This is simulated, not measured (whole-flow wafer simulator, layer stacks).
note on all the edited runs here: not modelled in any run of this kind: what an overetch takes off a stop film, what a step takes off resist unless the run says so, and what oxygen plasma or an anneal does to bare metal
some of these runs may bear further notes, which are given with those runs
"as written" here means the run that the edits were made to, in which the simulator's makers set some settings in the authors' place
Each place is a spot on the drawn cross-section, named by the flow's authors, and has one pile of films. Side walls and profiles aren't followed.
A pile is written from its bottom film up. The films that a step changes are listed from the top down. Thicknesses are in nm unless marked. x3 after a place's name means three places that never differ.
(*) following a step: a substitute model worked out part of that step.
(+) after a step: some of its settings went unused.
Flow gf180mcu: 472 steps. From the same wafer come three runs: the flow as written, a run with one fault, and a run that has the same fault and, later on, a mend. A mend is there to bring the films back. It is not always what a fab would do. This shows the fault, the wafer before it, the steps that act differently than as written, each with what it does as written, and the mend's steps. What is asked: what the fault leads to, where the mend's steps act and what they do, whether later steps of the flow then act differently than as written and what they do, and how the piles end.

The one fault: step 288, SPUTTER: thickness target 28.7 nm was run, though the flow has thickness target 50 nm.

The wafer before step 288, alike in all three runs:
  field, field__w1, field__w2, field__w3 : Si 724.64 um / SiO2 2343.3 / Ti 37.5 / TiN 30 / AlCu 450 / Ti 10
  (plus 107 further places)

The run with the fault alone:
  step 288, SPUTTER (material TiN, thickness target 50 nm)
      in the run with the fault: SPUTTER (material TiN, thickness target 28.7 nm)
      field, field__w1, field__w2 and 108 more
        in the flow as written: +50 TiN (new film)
        in the run with the fault: +28.7 TiN (new film)
  Steps later in the flow that act otherwise than as written (2 more steps, not shown, differ only slightly: by at most 2% or 0.5 nm, whichever is larger):
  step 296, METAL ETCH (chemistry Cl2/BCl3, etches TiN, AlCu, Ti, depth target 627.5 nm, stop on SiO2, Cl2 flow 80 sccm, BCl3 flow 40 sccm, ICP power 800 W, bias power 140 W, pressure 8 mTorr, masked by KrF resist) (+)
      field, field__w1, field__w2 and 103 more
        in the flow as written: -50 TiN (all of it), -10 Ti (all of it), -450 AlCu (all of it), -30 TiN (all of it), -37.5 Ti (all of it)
        in the run with the fault: -28.7 TiN (all of it), -10 Ti (all of it), -450 AlCu (all of it), -30 TiN (all of it), -37.5 Ti (all of it)
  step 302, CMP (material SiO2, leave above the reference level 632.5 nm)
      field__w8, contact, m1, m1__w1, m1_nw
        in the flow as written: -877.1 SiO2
        in the run with the fault: -855.8 SiO2
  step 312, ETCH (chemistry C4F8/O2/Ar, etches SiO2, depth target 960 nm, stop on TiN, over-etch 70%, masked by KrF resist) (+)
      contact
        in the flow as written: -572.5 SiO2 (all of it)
        in the run with the fault: -593.8 SiO2 (all of it)
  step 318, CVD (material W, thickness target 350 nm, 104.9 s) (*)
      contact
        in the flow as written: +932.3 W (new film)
        in the run with the fault: +953.8 W (new film)
  At field__w8, contact, m1, m1__w1, m1_nw, the piles at the end differ from the flow's by more than 2% or 0.5 nm, whichever is larger.
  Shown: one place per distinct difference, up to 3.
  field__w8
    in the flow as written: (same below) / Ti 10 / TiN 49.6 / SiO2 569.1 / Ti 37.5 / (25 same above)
    in the run with the fault: (same below) / Ti 10 / TiN 28.3 / SiO2 590.4 / Ti 37.5 / (25 same above)
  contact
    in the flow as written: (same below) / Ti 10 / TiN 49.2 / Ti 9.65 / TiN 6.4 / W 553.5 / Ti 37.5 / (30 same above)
    in the run with the fault: (same below) / Ti 10 / TiN 27.9 / Ti 9.53 / TiN 6.32 / W 575 / Ti 37.5 / (30 same above)

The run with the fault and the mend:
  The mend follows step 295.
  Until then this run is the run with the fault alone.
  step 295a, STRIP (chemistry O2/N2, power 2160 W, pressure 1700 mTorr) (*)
      field__w8, contact, m1, m1__w1, m1_nw
        -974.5 KrF resist (all of it)
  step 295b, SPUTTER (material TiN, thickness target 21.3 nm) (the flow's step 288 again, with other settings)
      field, field__w1, field__w2 and 108 more
        +21.3 TiN
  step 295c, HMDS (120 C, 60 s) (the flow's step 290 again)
      does not change any film at any place that is followed
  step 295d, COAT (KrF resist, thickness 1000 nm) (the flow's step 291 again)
      field, field__w1, field__w2 and 108 more
        +1000 KrF resist (new film)
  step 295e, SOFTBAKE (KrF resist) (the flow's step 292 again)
      does not change any film at any place that is followed
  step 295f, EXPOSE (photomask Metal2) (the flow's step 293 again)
      does not change any film at any place that is followed
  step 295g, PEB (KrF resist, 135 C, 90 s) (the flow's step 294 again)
      field, field__w1, field__w2 and 108 more
        -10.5 KrF resist
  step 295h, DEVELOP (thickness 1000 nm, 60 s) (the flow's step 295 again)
      field, field__w1, field__w2 and 103 more
        -989.5 KrF resist (all of it)
      field__w8, contact, m1, m1__w1, m1_nw
        -14.9 KrF resist
  None of the later steps of the flow acts differently than as written at any place that is followed.
  By the end, the piles equal the flow's at every place that both follow.
